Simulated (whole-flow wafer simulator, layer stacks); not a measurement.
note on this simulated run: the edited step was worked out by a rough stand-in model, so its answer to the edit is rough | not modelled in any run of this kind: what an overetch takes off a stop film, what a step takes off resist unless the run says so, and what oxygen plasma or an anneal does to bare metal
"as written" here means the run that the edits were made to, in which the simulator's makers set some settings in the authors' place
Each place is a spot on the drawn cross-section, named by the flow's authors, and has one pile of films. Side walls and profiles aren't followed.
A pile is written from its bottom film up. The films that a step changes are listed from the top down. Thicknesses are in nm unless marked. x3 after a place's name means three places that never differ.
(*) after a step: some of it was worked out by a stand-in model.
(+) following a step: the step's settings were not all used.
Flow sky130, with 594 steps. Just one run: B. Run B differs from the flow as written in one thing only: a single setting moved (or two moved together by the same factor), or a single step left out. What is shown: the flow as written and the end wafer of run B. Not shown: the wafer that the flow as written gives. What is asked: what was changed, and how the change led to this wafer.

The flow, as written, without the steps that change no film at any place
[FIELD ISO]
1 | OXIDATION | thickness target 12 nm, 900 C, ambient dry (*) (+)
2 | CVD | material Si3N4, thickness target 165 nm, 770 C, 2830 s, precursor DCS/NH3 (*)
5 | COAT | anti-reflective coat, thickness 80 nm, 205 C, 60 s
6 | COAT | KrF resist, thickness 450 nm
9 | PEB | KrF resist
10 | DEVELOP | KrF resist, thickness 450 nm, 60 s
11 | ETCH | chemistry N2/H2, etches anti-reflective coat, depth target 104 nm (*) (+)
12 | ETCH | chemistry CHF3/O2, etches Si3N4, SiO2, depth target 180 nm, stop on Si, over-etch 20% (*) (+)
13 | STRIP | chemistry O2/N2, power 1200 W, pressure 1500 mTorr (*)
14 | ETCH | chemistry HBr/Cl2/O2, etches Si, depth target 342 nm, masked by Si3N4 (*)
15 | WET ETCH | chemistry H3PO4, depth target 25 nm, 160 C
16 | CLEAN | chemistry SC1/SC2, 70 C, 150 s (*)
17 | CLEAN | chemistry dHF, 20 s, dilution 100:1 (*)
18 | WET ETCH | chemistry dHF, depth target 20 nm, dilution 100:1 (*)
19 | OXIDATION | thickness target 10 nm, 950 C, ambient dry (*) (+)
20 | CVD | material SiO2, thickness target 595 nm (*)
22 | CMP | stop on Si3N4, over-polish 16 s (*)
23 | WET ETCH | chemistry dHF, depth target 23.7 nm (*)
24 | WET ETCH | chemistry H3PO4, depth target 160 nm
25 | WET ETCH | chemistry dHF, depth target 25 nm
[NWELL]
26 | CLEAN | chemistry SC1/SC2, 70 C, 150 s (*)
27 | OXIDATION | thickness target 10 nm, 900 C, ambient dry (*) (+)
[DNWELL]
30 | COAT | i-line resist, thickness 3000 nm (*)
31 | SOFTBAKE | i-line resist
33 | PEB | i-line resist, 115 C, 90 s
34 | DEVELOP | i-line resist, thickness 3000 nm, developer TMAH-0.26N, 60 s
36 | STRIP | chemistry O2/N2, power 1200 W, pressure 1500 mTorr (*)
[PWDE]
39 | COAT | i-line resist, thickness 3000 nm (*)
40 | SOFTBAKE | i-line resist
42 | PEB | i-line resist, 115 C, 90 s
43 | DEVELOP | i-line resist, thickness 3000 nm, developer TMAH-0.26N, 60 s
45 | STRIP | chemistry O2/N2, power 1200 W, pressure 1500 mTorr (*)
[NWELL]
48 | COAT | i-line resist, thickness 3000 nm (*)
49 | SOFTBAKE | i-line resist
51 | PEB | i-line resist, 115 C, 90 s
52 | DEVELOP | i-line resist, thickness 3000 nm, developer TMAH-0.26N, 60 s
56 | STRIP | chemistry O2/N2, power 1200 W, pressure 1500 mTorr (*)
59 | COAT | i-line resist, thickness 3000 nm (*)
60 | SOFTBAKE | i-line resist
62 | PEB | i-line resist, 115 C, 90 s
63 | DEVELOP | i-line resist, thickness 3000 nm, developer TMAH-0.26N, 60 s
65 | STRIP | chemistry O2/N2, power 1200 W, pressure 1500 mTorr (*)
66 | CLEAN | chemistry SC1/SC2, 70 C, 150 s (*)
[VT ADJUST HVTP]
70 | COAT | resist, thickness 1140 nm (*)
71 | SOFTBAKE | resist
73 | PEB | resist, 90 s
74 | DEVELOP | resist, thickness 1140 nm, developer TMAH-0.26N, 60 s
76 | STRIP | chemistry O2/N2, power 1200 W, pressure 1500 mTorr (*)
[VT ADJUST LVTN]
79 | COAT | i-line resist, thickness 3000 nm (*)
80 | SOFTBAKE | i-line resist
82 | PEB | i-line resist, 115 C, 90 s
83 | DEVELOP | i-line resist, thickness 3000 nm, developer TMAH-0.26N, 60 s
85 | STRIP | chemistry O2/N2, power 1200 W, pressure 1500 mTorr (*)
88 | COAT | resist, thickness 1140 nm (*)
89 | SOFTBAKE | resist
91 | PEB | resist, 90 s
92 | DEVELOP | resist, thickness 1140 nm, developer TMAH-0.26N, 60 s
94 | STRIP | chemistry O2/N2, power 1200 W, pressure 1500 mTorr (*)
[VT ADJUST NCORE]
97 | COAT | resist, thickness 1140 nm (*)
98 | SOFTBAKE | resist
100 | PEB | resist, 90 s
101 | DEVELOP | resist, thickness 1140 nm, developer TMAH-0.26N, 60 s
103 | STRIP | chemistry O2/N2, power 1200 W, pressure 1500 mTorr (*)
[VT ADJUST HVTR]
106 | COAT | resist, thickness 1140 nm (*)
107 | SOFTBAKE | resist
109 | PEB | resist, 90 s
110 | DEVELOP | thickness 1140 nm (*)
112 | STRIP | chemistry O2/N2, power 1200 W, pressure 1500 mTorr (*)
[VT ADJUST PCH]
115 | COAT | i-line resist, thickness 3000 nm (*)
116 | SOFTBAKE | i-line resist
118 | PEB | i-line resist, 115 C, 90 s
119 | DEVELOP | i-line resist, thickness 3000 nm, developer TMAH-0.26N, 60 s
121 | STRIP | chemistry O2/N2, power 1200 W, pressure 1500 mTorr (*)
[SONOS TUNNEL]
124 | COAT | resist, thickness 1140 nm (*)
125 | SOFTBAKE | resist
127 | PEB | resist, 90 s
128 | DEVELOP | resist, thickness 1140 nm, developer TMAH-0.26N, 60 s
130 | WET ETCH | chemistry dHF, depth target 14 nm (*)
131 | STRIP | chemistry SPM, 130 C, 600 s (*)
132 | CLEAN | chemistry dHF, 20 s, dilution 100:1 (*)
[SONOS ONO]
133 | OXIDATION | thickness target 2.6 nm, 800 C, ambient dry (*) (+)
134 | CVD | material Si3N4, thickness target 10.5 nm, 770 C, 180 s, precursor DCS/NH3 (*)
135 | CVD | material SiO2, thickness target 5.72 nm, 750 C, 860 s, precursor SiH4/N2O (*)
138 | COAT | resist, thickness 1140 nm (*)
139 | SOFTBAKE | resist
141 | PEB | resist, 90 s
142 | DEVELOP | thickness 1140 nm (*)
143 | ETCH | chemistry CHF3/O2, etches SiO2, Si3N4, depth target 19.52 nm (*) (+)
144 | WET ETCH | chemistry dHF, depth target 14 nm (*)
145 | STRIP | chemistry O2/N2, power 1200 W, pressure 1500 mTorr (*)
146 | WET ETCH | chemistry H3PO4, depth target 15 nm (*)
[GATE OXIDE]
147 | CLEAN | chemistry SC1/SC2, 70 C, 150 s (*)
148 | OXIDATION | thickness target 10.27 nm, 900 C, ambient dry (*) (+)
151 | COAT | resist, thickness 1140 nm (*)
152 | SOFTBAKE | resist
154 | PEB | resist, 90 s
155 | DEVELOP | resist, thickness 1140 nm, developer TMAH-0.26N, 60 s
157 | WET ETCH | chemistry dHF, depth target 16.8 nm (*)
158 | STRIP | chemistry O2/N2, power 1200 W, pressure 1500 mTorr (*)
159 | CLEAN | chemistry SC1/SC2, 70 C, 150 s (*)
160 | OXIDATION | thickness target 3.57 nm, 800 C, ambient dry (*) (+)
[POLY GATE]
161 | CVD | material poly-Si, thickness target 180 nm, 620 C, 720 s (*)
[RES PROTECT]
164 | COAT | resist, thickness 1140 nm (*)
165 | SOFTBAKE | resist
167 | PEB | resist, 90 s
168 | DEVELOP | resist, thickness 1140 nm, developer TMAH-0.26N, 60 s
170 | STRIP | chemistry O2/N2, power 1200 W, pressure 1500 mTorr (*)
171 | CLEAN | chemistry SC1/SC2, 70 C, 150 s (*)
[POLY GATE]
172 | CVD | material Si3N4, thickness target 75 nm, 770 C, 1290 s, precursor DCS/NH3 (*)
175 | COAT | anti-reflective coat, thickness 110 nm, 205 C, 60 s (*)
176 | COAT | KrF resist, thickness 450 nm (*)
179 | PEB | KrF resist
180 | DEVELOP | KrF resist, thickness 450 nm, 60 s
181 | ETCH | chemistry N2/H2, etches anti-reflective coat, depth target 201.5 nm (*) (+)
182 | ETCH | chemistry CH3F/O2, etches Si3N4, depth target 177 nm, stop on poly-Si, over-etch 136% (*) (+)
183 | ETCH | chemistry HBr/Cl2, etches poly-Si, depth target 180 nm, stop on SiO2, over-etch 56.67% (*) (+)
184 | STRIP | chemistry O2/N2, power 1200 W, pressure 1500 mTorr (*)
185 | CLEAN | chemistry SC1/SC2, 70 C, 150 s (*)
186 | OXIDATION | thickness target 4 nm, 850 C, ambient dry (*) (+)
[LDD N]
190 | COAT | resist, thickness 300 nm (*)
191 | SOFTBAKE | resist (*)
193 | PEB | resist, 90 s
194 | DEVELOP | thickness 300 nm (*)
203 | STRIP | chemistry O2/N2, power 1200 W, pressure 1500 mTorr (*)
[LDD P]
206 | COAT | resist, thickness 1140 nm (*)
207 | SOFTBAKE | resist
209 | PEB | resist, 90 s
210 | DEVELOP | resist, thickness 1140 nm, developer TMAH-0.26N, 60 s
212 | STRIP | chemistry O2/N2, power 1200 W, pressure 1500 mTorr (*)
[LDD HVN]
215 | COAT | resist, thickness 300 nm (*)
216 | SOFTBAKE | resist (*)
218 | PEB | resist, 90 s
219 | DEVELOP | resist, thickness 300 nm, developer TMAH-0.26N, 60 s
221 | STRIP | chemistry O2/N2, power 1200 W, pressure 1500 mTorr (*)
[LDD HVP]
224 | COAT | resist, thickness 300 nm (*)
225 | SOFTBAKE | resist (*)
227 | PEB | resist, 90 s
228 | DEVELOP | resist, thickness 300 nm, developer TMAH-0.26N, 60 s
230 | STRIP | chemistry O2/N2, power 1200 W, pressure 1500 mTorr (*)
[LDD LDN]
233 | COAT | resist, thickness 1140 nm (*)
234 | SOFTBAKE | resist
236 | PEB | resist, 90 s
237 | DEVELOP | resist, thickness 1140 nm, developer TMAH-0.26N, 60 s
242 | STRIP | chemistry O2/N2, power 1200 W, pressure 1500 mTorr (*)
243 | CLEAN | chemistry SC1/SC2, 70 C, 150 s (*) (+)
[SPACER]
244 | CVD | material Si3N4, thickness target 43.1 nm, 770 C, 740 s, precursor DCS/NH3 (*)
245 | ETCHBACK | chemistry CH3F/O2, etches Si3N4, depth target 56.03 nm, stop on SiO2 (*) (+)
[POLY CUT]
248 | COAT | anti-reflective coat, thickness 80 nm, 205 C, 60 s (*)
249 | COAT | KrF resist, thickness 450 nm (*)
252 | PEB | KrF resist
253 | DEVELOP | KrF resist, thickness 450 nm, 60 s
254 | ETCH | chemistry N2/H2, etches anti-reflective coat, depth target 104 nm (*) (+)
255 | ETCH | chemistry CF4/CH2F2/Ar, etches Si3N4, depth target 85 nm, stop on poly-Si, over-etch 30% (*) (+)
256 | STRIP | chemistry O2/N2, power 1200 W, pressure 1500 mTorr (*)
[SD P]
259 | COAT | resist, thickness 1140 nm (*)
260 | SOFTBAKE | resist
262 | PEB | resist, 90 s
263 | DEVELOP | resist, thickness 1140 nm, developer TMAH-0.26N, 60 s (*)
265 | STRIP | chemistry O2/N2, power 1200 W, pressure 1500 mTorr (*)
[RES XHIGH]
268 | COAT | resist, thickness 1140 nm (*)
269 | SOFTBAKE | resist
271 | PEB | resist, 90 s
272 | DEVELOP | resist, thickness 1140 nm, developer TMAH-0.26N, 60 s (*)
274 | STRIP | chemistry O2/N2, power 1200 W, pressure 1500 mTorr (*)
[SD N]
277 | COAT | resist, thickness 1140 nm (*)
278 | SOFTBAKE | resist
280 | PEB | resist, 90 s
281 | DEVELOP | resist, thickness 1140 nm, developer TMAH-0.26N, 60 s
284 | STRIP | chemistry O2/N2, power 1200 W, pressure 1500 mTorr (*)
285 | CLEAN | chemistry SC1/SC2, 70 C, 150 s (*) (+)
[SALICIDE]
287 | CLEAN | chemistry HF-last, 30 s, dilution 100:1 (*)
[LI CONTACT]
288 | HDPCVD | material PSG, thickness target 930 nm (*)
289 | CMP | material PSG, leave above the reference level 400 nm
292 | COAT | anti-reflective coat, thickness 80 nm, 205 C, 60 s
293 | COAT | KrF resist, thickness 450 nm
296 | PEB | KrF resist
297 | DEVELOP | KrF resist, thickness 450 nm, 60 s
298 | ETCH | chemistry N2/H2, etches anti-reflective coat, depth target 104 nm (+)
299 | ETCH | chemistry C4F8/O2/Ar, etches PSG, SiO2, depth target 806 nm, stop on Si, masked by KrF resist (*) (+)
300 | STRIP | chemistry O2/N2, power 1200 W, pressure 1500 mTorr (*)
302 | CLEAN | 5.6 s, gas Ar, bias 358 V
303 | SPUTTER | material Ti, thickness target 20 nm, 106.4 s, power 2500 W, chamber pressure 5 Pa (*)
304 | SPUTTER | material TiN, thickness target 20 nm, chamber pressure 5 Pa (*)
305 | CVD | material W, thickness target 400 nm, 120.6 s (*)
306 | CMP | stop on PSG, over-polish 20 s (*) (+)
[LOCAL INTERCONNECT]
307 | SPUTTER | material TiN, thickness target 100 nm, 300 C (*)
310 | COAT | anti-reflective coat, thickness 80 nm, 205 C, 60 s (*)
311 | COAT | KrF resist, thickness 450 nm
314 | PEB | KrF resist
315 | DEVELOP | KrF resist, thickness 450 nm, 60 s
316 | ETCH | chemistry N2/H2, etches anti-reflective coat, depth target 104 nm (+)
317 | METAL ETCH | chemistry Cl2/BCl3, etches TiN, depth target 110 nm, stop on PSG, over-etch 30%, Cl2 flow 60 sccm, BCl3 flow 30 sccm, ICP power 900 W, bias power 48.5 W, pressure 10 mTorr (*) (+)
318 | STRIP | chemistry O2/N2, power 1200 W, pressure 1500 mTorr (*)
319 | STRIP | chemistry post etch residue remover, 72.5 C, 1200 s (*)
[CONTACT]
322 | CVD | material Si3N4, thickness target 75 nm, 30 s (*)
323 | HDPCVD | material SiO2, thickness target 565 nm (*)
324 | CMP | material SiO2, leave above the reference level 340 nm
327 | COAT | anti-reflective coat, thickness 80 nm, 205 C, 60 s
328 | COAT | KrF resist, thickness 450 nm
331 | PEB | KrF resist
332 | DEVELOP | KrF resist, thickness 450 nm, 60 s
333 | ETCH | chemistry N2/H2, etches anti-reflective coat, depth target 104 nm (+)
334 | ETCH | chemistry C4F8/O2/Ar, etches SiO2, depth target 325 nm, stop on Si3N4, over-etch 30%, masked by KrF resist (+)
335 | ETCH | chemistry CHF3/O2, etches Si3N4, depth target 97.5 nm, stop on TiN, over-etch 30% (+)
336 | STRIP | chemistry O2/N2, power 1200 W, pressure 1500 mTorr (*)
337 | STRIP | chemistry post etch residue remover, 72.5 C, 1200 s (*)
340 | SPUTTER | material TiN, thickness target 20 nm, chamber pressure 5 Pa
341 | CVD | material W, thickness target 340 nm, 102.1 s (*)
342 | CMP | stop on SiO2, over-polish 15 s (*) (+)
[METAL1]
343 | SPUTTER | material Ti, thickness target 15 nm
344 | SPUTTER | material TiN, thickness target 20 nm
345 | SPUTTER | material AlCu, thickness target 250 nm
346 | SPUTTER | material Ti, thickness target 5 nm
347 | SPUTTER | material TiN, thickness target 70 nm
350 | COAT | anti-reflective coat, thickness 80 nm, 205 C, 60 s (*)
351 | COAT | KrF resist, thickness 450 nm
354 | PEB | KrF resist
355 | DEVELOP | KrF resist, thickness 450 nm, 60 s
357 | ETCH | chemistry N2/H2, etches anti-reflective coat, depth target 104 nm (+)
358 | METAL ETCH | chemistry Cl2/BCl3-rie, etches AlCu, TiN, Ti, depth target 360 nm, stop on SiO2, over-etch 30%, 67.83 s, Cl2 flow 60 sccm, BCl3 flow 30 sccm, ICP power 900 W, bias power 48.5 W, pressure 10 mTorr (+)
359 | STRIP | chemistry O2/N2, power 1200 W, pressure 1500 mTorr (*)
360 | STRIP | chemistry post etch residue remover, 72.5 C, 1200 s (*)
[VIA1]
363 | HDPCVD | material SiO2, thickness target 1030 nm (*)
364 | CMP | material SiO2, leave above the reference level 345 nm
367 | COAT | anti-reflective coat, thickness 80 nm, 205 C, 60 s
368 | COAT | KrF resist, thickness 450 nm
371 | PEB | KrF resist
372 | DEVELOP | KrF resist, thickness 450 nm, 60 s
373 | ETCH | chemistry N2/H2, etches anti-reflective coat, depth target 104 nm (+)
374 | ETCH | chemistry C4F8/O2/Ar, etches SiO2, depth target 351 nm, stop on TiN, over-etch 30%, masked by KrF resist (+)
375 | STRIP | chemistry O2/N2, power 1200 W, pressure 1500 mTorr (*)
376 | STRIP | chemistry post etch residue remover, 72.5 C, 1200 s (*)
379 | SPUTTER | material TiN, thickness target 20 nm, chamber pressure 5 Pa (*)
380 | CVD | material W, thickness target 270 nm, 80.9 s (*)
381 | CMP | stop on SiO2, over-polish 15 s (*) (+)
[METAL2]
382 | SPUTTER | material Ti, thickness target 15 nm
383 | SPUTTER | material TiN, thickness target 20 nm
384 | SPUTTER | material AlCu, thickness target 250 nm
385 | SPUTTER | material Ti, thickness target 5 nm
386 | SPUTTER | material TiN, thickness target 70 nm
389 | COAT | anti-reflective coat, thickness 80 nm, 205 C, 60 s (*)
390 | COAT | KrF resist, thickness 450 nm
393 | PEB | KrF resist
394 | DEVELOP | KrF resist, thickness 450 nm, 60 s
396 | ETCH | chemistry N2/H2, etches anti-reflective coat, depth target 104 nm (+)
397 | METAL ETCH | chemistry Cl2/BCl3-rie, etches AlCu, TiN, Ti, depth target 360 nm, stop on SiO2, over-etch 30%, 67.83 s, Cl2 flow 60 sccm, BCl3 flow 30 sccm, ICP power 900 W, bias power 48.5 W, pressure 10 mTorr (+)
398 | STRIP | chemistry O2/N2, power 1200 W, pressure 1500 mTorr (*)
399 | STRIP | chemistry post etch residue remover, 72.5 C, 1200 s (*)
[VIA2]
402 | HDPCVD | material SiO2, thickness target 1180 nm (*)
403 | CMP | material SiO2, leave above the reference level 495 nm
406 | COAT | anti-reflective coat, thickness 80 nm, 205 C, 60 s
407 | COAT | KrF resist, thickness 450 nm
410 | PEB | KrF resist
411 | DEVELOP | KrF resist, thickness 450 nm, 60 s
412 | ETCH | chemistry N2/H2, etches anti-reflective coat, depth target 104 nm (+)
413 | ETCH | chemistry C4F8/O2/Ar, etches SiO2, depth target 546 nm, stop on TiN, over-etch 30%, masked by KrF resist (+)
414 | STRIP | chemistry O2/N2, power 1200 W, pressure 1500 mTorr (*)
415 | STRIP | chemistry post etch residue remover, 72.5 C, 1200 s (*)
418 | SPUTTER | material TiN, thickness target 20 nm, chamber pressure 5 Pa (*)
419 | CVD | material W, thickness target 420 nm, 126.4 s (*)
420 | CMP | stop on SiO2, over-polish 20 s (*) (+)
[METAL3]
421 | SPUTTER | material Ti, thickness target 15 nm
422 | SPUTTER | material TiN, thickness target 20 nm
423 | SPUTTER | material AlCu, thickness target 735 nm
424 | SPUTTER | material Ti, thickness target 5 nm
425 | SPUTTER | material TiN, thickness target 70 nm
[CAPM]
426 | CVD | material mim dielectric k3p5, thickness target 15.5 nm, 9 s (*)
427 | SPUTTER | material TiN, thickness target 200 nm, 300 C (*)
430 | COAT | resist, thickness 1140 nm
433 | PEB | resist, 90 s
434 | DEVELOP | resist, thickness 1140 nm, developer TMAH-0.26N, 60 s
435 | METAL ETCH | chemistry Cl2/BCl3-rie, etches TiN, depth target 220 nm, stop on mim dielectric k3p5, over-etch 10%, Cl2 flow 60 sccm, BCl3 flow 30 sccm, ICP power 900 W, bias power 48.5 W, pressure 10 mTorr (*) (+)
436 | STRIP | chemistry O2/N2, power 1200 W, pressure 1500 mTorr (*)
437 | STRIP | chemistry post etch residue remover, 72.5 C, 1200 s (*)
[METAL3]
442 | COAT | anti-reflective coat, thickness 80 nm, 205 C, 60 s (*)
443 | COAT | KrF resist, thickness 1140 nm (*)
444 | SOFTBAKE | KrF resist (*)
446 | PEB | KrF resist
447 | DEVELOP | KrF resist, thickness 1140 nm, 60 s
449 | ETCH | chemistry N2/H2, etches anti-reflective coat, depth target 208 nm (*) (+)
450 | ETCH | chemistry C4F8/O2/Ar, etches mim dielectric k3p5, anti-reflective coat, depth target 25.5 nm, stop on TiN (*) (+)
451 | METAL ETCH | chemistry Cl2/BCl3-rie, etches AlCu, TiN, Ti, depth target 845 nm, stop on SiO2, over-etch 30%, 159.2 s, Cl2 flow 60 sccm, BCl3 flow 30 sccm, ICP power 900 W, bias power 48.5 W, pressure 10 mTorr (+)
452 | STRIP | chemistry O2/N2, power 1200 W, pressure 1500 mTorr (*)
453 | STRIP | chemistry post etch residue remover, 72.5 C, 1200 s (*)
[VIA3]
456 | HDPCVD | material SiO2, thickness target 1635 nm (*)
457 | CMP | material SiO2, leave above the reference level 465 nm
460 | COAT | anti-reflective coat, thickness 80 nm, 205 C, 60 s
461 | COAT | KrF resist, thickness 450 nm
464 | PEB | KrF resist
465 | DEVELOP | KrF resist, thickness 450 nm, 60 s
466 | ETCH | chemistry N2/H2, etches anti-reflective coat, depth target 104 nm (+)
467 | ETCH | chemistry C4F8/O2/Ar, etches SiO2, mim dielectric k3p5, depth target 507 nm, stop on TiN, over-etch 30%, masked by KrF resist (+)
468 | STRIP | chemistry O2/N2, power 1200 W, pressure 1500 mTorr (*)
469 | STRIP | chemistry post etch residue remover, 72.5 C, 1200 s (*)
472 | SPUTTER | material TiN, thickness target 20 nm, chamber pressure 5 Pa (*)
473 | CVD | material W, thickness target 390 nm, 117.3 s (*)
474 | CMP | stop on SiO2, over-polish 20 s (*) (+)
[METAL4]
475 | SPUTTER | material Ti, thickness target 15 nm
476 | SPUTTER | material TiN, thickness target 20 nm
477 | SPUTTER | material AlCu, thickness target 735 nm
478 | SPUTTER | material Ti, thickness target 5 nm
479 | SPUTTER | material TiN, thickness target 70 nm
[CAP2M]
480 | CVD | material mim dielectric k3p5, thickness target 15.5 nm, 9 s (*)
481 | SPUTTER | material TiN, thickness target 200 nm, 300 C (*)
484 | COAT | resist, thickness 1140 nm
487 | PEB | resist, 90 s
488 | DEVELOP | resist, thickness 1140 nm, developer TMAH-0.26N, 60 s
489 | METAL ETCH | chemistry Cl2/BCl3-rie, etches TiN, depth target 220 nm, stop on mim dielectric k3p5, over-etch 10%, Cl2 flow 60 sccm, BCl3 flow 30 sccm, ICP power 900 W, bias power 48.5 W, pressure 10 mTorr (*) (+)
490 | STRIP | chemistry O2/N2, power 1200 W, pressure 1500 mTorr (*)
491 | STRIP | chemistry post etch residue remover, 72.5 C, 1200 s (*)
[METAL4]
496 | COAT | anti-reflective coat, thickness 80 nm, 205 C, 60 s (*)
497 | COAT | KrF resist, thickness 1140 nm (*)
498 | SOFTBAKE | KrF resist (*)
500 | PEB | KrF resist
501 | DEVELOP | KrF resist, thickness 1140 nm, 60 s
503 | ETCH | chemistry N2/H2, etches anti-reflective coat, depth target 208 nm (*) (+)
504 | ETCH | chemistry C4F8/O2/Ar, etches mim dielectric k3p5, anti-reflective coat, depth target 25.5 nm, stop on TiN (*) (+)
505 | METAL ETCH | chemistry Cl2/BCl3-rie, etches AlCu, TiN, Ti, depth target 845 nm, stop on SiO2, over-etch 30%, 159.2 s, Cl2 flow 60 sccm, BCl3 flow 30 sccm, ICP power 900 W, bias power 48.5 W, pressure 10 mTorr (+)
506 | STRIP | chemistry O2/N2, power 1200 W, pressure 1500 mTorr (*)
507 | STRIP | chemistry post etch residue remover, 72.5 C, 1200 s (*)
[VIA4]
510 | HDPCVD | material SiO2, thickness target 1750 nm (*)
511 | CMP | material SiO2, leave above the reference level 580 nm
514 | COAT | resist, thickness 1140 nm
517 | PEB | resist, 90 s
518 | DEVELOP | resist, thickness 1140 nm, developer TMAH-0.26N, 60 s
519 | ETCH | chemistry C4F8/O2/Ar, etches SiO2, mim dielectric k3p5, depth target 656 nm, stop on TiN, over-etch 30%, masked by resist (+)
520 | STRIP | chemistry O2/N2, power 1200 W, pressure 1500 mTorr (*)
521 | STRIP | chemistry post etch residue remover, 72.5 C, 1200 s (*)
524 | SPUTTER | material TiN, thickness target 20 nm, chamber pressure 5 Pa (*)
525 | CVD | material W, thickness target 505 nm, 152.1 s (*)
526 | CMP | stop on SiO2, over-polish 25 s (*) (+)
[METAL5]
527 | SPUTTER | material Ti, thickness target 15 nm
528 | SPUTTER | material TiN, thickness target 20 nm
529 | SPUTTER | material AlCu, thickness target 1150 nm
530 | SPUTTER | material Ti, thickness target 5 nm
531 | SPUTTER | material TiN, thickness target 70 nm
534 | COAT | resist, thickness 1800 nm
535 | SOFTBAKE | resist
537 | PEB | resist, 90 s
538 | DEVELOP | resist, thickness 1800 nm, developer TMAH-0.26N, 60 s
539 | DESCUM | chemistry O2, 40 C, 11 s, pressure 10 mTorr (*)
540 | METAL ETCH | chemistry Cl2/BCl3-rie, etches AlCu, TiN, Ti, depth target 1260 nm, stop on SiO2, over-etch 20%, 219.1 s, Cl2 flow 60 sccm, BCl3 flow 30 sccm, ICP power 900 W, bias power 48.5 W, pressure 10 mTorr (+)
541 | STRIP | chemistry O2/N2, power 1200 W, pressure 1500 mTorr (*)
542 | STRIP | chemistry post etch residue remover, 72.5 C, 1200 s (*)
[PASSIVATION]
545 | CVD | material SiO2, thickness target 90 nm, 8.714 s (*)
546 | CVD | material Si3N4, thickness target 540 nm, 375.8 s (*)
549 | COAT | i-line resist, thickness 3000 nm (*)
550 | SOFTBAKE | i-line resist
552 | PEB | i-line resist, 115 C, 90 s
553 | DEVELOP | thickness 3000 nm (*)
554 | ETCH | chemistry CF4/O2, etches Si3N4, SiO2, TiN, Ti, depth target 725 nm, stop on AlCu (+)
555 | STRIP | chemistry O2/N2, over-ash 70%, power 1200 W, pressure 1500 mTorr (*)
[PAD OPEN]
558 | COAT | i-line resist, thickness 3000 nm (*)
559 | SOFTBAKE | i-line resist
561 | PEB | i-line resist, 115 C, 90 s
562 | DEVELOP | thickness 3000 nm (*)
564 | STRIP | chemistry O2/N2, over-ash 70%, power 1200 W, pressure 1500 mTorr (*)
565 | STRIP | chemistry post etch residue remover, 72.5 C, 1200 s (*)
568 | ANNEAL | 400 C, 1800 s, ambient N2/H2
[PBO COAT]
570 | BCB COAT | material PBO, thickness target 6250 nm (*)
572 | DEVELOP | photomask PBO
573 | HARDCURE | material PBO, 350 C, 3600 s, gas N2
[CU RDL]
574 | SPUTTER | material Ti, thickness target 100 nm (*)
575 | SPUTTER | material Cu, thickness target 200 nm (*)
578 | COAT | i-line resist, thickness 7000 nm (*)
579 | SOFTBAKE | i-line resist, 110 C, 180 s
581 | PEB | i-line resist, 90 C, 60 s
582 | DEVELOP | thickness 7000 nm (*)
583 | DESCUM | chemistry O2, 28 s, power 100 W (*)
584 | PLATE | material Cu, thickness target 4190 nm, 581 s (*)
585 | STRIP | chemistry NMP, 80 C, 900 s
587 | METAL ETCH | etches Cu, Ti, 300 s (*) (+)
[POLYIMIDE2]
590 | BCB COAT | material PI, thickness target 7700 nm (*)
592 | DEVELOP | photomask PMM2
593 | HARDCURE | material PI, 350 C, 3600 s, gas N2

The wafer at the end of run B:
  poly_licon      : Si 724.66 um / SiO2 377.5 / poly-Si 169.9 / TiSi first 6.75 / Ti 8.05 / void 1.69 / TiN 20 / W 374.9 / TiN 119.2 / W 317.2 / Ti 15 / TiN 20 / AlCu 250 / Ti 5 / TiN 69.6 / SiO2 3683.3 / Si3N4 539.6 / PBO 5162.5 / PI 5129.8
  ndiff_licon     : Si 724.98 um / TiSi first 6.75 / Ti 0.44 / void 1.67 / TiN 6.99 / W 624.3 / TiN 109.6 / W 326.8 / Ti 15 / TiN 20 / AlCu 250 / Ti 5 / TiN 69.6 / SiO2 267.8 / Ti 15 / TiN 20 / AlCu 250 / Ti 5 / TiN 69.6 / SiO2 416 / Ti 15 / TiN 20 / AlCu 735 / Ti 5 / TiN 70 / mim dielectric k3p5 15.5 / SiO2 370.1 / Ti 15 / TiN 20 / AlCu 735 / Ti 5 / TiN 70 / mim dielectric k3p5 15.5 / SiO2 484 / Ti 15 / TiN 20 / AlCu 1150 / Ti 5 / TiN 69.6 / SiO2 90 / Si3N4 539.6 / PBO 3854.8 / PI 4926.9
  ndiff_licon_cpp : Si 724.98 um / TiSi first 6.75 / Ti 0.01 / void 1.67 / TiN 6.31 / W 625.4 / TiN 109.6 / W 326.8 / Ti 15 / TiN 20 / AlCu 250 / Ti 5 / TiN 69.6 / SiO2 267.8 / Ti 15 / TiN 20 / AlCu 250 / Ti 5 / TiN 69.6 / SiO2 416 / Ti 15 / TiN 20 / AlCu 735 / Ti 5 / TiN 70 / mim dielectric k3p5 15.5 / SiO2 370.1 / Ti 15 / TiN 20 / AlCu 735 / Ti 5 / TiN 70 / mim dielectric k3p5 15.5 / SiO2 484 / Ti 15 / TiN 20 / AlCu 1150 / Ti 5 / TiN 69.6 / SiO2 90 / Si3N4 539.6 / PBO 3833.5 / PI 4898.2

The reason: step 303, SPUTTER: thickness target 12 nm was run, while the flow as written has thickness target 20 nm.

Step by step, how the change led to this:
  303 | SPUTTER | material Ti, thickness target 20 nm, 106.4 s, power 2500 W, chamber pressure 5 Pa (*)
      field, active, n_well and 185 more: Ti gains 12 (new film) (it would be, as written: Ti gains 20 (new film))
      ndiff_licon: Ti gains 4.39 (new film) (it would be, as written: Ti gains 7.24 (new film))
      (also at 2 further places)
  306 | CMP | stop on PSG, over-polish 20 s (*) (+)
      field, active, n_well and 184 more: W loses 400 (all of it), TiN loses 20 (all of it), Ti loses 12 (all of it), PSG loses 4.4 (it would be, as written: W loses 400 (all of it), TiN loses 20 (all of it), Ti loses 20 (all of it), PSG loses 4.4)
      poly_licon: W loses 25.1 (it would be, as written: W loses 33.1)
